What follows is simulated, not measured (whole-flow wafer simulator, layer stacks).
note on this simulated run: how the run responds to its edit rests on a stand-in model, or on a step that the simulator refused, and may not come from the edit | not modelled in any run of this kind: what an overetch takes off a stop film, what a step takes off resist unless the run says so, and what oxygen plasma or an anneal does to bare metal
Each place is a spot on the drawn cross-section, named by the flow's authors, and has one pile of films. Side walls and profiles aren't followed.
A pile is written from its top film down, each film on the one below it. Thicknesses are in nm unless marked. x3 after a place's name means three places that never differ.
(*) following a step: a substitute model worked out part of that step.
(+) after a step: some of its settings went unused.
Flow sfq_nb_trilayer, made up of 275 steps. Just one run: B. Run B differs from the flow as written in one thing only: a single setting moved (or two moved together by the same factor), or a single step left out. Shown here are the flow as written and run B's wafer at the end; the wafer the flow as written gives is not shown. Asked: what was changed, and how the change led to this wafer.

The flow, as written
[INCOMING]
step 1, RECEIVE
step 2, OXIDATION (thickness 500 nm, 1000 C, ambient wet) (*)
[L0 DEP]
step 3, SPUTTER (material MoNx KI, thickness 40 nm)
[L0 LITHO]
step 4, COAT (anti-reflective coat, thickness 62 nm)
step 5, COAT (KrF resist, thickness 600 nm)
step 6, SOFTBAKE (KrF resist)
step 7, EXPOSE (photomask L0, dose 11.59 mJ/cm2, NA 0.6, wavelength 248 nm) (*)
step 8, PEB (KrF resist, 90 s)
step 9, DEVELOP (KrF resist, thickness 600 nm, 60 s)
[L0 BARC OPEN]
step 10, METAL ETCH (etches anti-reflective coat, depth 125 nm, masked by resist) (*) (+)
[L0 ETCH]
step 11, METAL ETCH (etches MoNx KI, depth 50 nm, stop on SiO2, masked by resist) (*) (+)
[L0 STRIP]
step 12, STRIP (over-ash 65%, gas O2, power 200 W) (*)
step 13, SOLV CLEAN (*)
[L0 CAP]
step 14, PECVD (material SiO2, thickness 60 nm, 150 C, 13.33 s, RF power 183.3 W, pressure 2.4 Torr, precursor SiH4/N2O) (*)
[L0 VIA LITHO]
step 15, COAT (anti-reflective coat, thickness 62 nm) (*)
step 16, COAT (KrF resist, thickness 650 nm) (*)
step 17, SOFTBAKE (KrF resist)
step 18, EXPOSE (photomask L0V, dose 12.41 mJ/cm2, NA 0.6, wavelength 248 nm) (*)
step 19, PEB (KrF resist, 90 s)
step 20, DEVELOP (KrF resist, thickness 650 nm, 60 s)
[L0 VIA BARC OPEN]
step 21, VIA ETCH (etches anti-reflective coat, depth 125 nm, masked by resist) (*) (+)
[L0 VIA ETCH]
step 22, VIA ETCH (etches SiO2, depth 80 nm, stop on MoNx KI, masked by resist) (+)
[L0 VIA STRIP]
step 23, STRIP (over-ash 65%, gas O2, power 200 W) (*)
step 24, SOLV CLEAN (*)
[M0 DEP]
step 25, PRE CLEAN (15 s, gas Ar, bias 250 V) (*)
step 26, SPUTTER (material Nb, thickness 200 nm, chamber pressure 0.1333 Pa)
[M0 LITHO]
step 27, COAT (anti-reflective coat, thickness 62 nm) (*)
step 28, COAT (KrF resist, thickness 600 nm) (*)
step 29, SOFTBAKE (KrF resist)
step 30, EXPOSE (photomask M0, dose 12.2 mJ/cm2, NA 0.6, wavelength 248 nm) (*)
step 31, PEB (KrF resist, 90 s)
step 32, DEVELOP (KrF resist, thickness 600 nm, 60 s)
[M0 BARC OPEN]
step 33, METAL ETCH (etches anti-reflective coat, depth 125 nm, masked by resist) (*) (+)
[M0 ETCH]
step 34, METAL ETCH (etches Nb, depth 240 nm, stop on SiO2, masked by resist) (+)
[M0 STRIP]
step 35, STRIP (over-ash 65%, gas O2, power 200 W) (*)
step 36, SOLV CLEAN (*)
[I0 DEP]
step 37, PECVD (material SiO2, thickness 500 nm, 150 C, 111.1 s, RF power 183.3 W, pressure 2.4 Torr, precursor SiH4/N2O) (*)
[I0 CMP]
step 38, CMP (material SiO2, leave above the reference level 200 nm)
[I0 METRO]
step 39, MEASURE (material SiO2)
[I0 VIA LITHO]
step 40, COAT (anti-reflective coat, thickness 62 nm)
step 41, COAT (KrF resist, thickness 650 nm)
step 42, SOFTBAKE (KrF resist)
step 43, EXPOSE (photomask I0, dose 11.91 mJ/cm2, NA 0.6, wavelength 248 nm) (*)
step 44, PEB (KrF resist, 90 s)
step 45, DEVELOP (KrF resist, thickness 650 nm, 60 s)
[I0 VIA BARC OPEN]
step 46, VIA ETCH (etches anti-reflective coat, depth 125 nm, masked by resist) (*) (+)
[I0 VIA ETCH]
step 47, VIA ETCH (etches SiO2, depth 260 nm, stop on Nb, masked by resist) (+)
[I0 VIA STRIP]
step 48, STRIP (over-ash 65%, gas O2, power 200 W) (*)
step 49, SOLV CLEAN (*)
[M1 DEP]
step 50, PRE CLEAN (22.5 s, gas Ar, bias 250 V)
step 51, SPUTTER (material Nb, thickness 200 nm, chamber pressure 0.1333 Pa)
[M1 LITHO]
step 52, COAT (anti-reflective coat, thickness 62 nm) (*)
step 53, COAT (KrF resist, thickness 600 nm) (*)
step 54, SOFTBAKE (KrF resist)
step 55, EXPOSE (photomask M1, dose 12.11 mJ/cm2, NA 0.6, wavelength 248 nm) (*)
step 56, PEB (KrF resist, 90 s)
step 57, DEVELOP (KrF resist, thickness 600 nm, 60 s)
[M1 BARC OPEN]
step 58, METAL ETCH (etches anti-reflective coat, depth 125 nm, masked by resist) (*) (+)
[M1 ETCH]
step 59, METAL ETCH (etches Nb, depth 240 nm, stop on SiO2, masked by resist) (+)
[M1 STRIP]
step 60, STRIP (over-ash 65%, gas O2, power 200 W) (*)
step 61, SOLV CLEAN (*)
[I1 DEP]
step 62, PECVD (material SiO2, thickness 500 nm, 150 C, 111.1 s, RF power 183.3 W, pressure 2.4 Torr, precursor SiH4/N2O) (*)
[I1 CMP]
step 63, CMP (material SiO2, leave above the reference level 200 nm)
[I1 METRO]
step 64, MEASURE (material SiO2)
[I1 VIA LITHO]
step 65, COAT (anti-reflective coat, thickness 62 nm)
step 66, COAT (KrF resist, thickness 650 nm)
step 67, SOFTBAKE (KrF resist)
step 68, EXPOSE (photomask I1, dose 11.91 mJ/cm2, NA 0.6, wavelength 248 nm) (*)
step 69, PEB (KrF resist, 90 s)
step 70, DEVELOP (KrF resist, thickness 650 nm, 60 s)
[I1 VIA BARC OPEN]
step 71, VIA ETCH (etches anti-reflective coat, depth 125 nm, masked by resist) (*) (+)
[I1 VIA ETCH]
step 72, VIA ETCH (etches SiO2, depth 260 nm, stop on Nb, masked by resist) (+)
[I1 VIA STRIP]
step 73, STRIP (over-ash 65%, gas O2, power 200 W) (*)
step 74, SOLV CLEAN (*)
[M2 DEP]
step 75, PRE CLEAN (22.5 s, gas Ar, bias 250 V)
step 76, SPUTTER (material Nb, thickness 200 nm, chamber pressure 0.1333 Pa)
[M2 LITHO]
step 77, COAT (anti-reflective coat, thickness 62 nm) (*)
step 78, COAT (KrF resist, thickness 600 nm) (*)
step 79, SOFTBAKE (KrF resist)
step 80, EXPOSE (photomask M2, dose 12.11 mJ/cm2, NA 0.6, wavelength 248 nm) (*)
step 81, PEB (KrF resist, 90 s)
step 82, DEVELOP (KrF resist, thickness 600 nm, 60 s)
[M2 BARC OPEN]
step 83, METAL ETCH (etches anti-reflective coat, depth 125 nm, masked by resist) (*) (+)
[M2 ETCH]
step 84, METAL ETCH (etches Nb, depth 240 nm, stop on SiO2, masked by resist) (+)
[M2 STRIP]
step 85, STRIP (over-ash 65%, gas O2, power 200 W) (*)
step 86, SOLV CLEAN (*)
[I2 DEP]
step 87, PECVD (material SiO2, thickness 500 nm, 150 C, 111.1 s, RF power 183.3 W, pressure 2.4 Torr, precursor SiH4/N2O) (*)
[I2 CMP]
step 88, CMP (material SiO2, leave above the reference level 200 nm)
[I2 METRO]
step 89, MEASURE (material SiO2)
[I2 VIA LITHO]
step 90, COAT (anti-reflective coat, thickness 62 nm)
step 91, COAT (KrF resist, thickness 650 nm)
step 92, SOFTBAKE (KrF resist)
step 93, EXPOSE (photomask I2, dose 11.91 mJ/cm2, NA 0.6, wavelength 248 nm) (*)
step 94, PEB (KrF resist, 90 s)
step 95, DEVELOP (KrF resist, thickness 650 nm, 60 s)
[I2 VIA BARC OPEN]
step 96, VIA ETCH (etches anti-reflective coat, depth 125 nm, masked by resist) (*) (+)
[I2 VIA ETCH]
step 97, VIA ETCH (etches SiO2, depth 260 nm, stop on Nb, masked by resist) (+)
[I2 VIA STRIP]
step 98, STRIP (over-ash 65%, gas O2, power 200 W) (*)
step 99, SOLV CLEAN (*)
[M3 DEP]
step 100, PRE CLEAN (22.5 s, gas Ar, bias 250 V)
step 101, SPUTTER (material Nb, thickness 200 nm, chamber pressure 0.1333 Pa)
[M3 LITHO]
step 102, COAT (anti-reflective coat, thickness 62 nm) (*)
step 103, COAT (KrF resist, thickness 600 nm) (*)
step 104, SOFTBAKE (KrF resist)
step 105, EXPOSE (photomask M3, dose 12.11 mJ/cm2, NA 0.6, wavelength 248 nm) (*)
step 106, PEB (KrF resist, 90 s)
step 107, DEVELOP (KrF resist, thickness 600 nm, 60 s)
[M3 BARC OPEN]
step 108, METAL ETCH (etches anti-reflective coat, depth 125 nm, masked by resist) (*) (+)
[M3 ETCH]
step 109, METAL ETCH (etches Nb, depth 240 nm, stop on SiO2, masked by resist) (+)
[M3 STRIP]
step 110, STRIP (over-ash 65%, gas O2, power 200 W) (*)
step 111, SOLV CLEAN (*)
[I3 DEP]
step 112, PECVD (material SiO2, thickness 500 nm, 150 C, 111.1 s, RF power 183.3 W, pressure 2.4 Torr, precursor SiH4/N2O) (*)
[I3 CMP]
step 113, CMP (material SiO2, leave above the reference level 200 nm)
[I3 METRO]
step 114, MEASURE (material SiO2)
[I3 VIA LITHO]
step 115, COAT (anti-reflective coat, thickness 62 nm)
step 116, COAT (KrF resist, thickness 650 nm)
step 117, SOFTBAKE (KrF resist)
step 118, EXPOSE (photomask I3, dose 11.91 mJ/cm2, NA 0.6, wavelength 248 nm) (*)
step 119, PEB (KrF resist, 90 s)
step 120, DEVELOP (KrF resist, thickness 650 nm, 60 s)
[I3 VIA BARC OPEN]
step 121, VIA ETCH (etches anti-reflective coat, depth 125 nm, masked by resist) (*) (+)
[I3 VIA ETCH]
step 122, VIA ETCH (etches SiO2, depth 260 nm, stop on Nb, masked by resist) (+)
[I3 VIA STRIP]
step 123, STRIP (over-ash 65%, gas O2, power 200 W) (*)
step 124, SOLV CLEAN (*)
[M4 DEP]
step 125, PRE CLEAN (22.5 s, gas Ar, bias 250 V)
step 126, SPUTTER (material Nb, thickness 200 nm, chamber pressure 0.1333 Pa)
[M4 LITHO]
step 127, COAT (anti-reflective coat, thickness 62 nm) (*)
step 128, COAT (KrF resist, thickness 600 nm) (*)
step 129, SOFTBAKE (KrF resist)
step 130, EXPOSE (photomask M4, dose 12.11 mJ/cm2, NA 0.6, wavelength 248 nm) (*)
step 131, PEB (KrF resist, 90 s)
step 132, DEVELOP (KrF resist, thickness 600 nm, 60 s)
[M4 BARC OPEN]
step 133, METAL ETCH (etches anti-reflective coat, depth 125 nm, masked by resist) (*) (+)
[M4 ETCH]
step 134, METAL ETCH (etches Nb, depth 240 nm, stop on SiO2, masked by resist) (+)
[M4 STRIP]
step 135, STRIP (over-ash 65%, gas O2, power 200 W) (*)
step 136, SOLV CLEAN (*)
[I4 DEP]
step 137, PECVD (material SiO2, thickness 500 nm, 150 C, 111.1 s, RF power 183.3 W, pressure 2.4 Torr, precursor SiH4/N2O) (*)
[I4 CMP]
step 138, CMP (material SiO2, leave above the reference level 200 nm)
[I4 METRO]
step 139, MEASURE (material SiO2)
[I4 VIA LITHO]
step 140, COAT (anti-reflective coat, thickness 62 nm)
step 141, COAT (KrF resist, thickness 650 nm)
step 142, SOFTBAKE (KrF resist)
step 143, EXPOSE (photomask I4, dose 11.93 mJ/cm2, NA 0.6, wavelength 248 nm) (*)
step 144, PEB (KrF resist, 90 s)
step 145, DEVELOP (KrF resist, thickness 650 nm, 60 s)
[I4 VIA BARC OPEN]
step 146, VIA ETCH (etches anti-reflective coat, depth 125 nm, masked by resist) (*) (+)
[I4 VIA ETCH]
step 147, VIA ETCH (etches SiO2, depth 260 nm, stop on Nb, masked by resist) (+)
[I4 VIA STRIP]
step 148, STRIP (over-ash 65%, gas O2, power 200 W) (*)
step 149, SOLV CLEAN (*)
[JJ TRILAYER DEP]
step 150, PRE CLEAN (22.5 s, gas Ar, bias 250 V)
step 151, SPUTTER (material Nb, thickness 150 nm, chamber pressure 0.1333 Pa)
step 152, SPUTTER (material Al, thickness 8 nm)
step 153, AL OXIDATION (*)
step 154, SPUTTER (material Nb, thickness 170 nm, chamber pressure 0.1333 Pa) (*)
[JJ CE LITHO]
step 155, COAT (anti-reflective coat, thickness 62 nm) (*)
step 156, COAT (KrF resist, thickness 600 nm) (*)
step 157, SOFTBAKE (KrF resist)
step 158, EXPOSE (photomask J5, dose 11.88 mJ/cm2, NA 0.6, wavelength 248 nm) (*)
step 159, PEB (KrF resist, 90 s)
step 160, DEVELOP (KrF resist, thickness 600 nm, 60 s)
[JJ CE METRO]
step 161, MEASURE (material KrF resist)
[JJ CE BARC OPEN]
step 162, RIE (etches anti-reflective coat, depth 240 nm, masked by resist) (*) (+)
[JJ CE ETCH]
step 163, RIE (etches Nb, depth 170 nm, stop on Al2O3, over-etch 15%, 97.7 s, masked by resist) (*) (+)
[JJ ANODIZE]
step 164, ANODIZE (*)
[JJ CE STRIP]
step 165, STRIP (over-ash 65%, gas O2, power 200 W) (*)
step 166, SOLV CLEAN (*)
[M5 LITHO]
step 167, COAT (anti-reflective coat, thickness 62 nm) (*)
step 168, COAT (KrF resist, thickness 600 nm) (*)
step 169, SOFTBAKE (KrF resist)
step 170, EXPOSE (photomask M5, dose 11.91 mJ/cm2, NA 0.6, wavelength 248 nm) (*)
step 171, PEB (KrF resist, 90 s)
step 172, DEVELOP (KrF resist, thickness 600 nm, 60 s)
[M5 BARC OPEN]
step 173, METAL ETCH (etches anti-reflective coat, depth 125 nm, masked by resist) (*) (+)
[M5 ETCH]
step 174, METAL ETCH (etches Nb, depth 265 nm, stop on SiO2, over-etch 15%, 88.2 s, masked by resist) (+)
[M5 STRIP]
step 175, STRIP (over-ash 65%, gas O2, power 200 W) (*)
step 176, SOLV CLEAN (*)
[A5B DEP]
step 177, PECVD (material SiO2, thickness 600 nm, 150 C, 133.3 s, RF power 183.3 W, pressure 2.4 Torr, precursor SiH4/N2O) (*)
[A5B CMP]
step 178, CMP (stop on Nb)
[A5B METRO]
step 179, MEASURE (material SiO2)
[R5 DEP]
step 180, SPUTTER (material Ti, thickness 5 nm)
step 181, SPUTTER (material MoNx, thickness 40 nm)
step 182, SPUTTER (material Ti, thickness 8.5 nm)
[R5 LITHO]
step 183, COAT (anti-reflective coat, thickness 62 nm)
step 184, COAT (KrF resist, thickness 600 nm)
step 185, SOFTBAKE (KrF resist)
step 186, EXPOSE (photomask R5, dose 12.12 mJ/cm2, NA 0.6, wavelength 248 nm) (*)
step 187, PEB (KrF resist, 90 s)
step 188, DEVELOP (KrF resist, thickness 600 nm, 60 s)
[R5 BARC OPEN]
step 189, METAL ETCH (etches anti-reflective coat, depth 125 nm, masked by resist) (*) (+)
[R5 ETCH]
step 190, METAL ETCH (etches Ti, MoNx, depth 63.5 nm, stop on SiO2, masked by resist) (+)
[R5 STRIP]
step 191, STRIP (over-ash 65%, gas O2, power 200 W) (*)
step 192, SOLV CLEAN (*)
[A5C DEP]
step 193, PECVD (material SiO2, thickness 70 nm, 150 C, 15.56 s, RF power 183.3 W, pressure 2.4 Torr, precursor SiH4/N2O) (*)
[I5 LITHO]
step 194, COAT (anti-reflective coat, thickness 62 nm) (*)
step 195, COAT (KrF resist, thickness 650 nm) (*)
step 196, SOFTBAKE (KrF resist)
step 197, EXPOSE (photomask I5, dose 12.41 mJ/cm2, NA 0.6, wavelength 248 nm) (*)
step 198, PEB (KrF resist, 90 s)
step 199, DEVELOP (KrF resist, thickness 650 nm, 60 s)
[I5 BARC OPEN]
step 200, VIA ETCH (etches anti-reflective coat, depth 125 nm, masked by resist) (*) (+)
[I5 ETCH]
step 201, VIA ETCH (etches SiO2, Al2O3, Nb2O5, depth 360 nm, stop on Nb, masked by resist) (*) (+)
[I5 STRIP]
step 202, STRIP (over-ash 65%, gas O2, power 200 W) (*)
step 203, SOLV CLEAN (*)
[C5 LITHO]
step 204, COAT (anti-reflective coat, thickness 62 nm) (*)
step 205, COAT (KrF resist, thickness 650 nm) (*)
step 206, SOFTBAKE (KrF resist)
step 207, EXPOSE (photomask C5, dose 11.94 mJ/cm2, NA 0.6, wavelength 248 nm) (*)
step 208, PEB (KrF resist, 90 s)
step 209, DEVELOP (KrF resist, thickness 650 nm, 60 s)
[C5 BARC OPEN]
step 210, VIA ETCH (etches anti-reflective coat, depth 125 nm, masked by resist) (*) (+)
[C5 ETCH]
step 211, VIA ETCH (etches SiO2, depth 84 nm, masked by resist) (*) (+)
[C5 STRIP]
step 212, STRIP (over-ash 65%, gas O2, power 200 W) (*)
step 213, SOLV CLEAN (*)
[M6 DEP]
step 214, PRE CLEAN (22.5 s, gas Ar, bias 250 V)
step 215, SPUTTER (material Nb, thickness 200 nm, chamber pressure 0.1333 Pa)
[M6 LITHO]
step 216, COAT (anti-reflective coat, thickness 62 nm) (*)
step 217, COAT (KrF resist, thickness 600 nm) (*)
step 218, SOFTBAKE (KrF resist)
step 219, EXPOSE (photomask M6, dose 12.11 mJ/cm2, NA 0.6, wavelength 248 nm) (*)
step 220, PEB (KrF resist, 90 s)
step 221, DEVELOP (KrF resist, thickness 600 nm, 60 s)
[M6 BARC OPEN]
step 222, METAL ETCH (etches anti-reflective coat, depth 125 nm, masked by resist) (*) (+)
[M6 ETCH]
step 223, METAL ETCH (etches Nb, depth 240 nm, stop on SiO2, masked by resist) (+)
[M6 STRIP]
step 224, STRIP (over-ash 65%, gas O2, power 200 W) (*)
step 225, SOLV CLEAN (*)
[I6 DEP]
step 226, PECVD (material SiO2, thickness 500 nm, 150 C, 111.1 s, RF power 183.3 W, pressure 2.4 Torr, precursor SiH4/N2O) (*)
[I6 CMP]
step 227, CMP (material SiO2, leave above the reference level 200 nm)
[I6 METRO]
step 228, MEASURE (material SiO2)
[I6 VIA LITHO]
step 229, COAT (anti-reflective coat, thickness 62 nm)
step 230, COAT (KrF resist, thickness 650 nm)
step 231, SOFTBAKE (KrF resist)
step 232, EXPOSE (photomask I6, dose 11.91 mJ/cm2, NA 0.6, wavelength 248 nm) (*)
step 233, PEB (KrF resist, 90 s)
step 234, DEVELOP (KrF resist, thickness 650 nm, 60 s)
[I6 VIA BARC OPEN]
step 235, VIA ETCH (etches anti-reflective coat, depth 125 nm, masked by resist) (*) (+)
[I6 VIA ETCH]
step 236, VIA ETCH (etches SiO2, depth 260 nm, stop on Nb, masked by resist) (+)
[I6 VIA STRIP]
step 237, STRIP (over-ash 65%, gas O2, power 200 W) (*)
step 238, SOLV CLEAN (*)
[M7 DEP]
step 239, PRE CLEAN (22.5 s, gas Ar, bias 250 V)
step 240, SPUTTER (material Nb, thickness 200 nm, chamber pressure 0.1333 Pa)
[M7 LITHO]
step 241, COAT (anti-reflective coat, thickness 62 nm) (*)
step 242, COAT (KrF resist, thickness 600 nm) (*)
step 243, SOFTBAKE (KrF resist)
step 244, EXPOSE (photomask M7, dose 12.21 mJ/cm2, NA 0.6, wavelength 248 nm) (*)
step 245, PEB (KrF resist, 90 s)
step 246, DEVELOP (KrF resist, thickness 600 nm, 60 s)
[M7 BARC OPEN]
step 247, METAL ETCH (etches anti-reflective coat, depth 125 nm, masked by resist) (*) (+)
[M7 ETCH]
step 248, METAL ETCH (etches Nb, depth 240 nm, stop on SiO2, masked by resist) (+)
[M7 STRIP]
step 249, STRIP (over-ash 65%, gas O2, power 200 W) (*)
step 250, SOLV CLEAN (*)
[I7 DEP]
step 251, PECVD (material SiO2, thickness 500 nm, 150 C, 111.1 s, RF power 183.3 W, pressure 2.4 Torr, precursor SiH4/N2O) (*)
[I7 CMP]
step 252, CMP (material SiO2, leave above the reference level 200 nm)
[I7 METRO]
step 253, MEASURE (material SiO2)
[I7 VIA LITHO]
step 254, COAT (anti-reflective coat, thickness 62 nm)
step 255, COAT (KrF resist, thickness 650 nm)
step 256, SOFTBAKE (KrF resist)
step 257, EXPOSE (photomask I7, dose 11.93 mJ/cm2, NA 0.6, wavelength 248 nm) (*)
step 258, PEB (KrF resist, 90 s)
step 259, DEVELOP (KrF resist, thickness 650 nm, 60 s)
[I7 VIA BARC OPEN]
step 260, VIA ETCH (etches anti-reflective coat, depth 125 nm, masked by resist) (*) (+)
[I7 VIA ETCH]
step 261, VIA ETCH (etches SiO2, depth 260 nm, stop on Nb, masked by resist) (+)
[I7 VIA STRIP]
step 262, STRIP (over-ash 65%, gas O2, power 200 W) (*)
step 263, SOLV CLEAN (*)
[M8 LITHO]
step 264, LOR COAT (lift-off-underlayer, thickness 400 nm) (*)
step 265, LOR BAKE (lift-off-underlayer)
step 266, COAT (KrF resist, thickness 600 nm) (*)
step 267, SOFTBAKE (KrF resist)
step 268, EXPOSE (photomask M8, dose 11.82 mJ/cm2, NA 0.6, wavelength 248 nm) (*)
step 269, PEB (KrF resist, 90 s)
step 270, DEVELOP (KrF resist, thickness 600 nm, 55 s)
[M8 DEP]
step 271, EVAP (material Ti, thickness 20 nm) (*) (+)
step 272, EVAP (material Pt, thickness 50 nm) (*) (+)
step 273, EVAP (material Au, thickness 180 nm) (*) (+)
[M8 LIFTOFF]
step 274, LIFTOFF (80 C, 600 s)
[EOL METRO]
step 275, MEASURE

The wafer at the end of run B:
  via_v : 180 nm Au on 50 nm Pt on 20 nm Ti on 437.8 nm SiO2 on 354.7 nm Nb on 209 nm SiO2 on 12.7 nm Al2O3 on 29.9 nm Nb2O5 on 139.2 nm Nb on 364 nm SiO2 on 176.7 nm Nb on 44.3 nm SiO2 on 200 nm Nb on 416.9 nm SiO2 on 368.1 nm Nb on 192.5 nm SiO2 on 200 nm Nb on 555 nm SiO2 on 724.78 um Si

What caused this: step 122, VIA ETCH: depth 148 nm was run, while the flow as written has depth 260 nm.

The path from the change to this, step by step:
  step 122, VIA ETCH (etches SiO2, depth 260 nm, stop on Nb, masked by resist) (+)
      via_v: SiO2 loses 148 (it would be, as written: SiO2 loses 199.8 (all of it))
      field_l, v_sur, via_wl and 102 more: KrF resist loses 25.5 (it would be, as written: KrF resist loses 44.8)
  step 123, STRIP (over-ash 65%, gas O2, power 200 W) (*)
      field_l, v_sur, via_wl and 102 more: KrF resist loses 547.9 (all of it), anti-reflective coat loses 62 (all of it) (it would be, as written: KrF resist loses 528.6 (all of it), anti-reflective coat loses 62 (all of it))
  step 125, PRE CLEAN (22.5 s, gas Ar, bias 250 V)
      via_v: SiO2 loses 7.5 (it would be, as written: Nb loses 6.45)
  step 126, SPUTTER (material Nb, thickness 200 nm, chamber pressure 0.1333 Pa)
      via_v: Nb gains 176.7 (new film) (it would be, as written: Nb gains 165.5)
  step 127, COAT (anti-reflective coat, thickness 62 nm) (*)
      via_v: anti-reflective coat gains 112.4 (new film) (it would be, as written: anti-reflective coat gains 124.8 (new film))
  step 128, COAT (KrF resist, thickness 600 nm) (*)
      via_v: KrF resist gains 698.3 (new film) (it would be, as written: KrF resist gains 739.8 (new film))
  step 135, STRIP (over-ash 65%, gas O2, power 200 W) (*)
      via_v: KrF resist loses 480.5 (all of it), anti-reflective coat loses 112.4 (all of it) (it would be, as written: KrF resist loses 521.8 (all of it), anti-reflective coat loses 124.8 (all of it))
  step 137, PECVD (material SiO2, thickness 500 nm, 150 C, 111.1 s, RF power 183.3 W, pressure 2.4 Torr, precursor SiH4/N2O) (*)
      via_v: SiO2 gains 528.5 (new film) (it would be, as written: SiO2 gains 615 (new film))
  step 138, CMP (material SiO2, leave above the reference level 200 nm)
      via_v: SiO2 loses 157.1 (it would be, as written: SiO2 loses 181.6)
Taking metal films that touch as one body, via_v has 7 bodies (between them, from the top down: SiO2 437.8; SiO2 209 / Al2O3 12.7 / Nb2O5 29.9; SiO2 364; SiO2 44.3; SiO2 416.9; SiO2 192.5); the flow as written gives 6 bodies (between them, from the top down: SiO2 437.8; SiO2 209 / Al2O3 12.7 / Nb2O5 29.9; SiO2 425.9; SiO2 416.9; SiO2 192.5).
